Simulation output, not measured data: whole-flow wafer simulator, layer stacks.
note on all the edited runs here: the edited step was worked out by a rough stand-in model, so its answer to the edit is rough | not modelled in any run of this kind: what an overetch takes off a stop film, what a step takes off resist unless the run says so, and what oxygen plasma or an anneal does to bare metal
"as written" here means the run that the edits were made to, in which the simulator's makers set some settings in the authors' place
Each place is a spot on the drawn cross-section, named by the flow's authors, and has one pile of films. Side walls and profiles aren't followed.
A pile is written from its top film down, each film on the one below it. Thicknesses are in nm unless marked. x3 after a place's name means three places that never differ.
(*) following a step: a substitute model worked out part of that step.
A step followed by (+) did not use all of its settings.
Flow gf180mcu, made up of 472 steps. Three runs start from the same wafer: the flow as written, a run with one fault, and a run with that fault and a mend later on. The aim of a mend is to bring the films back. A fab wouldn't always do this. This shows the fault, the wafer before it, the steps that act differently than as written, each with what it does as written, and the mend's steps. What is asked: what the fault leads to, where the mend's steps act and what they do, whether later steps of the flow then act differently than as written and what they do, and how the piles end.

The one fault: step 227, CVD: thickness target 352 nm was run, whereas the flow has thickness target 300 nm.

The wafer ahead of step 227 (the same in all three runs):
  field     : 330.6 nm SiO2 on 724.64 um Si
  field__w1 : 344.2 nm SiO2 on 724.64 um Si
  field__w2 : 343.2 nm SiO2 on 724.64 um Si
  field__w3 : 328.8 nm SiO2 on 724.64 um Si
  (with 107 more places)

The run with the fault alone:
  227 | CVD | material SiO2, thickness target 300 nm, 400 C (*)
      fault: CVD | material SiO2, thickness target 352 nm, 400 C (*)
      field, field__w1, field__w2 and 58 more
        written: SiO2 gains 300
        fault: SiO2 gains 352
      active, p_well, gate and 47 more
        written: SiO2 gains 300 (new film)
        fault: SiO2 gains 352 (new film)
  Later steps of the flow acting differently than as written (3 more steps, not shown, differ only slightly: by at most 2% or 0.5 nm, whichever is larger):
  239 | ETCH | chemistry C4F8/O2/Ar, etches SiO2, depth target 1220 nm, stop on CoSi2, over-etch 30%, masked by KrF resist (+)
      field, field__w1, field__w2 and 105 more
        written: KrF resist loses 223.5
        fault: KrF resist loses 237
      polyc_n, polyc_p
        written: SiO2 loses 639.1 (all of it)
        fault: SiO2 loses 691.1 (all of it)
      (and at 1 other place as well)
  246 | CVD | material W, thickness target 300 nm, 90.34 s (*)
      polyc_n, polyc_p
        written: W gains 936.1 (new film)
        fault: W gains 988.1 (new film)
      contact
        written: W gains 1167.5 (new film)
        fault: W gains 1219.9 (new film)
  The piles end different from the flow's at field__w8, contact, m1 and 6 more by more than 2% or 0.5 nm, whichever is larger.
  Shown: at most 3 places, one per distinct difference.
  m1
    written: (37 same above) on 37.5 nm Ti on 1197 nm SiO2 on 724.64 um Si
    fault: (37 same above) on 37.5 nm Ti on 1249 nm SiO2 on 724.64 um Si
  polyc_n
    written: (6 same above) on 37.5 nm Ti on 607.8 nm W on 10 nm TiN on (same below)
    fault: (6 same above) on 37.5 nm Ti on 659.8 nm W on 10 nm TiN on (same below)
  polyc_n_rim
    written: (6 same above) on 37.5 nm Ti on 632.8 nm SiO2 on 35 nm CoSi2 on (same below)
    fault: (6 same above) on 37.5 nm Ti on 684.8 nm SiO2 on 35 nm CoSi2 on (same below)

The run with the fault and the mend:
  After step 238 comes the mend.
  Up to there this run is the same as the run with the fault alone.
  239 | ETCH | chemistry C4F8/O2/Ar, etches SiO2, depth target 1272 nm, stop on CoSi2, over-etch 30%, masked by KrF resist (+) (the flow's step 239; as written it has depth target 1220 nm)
      field, field__w1, field__w2 and 105 more
        KrF resist loses 237
      polyc_n, polyc_p
        SiO2 loses 691.1 (all of it)
      contact
        SiO2 loses 911.5 (all of it)
  Later steps of the flow acting differently than as written (3 more steps, not shown, differ only slightly: by at most 2% or 0.5 nm, whichever is larger):
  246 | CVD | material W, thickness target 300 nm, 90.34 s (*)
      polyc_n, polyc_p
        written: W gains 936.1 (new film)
        mend: W gains 988.1 (new film)
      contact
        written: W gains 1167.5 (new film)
        mend: W gains 1219.9 (new film)
  The piles end different from the flow's at field__w8, contact, m1 and 6 more by more than 2% or 0.5 nm, whichever is larger.
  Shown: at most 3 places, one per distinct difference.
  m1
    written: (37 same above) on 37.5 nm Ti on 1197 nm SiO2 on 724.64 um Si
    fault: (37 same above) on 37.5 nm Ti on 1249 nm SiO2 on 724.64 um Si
    mend: (37 same above) on 37.5 nm Ti on 1249 nm SiO2 on 724.64 um Si
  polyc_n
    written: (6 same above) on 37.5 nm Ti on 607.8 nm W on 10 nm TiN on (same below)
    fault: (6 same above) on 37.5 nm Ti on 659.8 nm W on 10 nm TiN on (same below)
    mend: (6 same above) on 37.5 nm Ti on 659.8 nm W on 10 nm TiN on (same below)
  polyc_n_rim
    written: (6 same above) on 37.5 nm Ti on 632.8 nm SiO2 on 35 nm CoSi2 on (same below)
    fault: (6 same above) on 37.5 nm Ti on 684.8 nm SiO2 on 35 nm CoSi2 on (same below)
    mend: (6 same above) on 37.5 nm Ti on 684.8 nm SiO2 on 35 nm CoSi2 on (same below)
